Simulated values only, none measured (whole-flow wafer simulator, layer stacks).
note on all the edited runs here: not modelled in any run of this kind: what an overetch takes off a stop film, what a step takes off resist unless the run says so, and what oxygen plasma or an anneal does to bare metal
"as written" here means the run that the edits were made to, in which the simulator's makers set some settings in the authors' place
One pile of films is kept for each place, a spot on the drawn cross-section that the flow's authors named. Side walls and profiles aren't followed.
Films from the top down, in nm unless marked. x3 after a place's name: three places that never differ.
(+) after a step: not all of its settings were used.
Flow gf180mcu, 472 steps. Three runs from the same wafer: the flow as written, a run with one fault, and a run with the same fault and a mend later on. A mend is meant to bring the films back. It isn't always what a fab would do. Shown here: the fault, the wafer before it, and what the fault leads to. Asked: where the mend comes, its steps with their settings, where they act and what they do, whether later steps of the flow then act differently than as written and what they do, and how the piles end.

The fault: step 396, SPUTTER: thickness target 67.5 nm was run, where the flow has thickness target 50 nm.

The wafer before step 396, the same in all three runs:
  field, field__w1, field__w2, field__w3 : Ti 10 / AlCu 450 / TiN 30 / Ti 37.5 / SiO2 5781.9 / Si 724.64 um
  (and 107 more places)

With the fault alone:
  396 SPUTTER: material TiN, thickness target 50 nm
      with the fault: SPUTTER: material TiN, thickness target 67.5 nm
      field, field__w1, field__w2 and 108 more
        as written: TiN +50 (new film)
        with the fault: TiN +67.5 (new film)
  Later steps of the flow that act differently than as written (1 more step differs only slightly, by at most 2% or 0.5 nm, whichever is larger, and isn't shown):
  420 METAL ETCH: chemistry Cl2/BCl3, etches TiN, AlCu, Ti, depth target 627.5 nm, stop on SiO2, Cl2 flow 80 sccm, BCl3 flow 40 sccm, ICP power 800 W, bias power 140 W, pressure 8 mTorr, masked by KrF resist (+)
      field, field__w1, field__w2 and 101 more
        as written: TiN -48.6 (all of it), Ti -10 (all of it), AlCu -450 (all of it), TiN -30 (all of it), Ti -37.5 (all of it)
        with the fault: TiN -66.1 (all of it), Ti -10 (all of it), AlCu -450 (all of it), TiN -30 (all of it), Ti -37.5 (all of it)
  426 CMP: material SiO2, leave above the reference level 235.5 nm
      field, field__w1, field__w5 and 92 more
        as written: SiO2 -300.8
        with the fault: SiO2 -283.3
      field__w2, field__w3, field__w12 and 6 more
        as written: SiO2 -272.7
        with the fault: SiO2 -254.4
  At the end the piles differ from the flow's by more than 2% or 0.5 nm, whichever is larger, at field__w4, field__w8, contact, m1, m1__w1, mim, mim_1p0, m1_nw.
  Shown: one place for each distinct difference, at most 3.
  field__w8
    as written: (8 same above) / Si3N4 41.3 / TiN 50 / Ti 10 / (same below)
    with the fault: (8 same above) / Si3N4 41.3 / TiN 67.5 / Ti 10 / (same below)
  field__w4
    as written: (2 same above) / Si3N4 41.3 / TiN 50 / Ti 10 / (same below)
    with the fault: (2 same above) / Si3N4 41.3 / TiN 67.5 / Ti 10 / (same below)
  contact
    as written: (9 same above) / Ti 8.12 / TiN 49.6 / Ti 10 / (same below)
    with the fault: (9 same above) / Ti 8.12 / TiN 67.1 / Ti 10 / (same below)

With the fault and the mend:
  The mend comes after step 396.
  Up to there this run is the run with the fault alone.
  396a METAL ETCH: chemistry Cl2/BCl3, etches TiN, AlCu, Ti, depth target 17.5 nm, Cl2 flow 80 sccm, BCl3 flow 40 sccm, ICP power 800 W, bias power 140 W, pressure 8 mTorr (the flow's step 260 once more, with other settings)
      field, field__w1, field__w2 and 108 more
        TiN -17.5
  No later step of the flow acts differently than as written at any place that is followed.
  At the end the piles are the same as the flow's at every place that both follow.
